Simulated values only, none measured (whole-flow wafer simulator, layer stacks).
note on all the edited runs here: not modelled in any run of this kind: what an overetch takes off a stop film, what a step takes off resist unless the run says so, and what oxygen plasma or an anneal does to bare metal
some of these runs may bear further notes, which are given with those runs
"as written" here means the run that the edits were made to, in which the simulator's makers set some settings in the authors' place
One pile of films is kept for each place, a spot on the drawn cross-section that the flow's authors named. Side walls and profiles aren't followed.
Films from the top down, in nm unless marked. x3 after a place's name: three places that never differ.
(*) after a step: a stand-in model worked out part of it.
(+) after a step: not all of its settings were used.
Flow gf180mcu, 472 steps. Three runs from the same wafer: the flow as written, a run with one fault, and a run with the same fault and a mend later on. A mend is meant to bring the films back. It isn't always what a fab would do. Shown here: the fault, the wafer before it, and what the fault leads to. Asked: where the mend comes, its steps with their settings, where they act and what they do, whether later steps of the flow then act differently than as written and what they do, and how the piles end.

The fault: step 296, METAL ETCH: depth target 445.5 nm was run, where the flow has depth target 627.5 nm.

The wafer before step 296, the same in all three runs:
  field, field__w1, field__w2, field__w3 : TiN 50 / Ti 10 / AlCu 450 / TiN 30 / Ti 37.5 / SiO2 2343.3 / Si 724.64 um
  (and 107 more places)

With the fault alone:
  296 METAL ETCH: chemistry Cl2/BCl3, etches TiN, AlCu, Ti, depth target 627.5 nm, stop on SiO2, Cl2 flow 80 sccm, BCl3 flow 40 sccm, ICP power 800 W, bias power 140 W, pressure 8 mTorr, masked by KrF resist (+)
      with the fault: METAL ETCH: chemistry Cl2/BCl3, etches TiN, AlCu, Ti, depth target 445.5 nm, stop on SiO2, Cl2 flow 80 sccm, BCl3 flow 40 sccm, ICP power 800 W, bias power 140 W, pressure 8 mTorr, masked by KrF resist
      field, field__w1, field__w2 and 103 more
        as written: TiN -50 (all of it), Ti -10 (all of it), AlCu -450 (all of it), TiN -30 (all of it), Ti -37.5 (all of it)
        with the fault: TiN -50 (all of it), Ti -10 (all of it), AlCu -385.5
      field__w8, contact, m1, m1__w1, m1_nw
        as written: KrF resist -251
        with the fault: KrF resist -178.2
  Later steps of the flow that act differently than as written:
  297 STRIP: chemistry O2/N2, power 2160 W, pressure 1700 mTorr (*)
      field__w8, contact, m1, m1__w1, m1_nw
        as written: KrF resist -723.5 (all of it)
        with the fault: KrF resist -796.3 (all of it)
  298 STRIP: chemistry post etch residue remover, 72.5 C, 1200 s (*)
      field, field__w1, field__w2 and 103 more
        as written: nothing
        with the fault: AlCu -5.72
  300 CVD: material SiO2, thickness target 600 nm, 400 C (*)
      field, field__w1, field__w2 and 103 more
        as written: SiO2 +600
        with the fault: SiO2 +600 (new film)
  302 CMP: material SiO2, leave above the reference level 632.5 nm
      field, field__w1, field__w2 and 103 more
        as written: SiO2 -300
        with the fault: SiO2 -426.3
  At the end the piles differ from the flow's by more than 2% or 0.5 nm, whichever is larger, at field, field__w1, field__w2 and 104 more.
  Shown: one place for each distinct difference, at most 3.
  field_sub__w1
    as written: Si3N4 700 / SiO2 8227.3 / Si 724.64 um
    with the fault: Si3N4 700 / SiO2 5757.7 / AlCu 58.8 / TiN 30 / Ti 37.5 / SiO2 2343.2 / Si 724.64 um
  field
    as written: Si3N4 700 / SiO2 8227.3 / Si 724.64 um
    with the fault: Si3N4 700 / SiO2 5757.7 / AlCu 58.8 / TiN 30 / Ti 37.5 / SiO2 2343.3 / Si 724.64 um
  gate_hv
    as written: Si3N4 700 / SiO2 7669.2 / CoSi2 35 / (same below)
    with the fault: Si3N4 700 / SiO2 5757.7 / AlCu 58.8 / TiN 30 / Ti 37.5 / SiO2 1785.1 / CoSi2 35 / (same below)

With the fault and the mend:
  The mend comes after step 298.
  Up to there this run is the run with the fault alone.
  298a DEHYDRATE: 200 C, 60 s (the flow's step 289 once more)
      changes no film at any place that is followed
  298b HMDS: 120 C, 60 s (the flow's step 290 once more)
      changes no film at any place that is followed
  298c COAT: KrF resist, thickness 1000 nm (*) (the flow's step 291 once more)
      iso_ptap_pw, iso_ntap_nw, iso_nw_fld and 33 more
        KrF resist +1000 (new film)
      field__w6, field_sub, field_sub__w1 and 18 more
        KrF resist +1002.6 (new film)
      field__w11, field__w13, p_well and 7 more
        KrF resist +1003 (new film)
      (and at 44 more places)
  298d SOFTBAKE: KrF resist (the flow's step 292 once more)
      changes no film at any place that is followed
  298e EXPOSE: photomask Metal2 (the flow's step 293 once more)
      changes no film at any place that is followed
  298f PEB: KrF resist, 135 C, 90 s (the flow's step 294 once more)
      field__w1, field__w2, field__w3 and 56 more
        KrF resist -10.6
      iso_ptap_pw, iso_ntap_nw, iso_nw_fld and 33 more
        KrF resist -10.5
      gate_hv, sd_p, nw_sep_fld, polyc_n, polyc_n_rim
        KrF resist -10.7
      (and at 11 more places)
  298g DEVELOP: thickness 1000 nm, 60 s (the flow's step 295 once more)
      iso_ptap_pw, iso_ntap_nw, iso_nw_fld and 33 more
        KrF resist -989.5 (all of it)
      field_sub, field_sub__w1, field_sub__w2 and 14 more
        KrF resist -992.1 (all of it)
      field__w6, active_nat, gate_nat and 6 more
        KrF resist -992 (all of it)
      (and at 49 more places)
  298h METAL ETCH: chemistry Cl2/BCl3, etches TiN, AlCu, Ti, depth target 182 nm, stop on SiO2, Cl2 flow 80 sccm, BCl3 flow 40 sccm, ICP power 800 W, bias power 140 W, pressure 8 mTorr, masked by KrF resist (+) (the flow's step 296 once more, with other settings)
      field, field__w1, field__w2 and 103 more
        AlCu -58.8 (all of it), TiN -30 (all of it), Ti -37.5 (all of it)
      field__w8, contact, m1, m1__w1, m1_nw
        KrF resist -72.8
  298i STRIP: chemistry O2/N2, power 2160 W, pressure 1700 mTorr (*) (the flow's step 297 once more)
      field__w8
        KrF resist -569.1 (all of it)
      contact
        KrF resist -567.2 (all of it)
      m1
        KrF resist -569.9 (all of it)
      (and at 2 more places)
  298j STRIP: chemistry post etch residue remover, 72.5 C, 1200 s (*) (the flow's step 298 once more)
      field__w8, contact, m1, m1__w1, m1_nw
        TiN -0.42
  No later step of the flow acts differently than as written, at any place that is followed, by more than 2% or 0.5 nm, whichever is larger.
  At the end the piles differ from the flow's only slightly at the places that both follow, by at most 2% or 0.5 nm, whichever is larger.
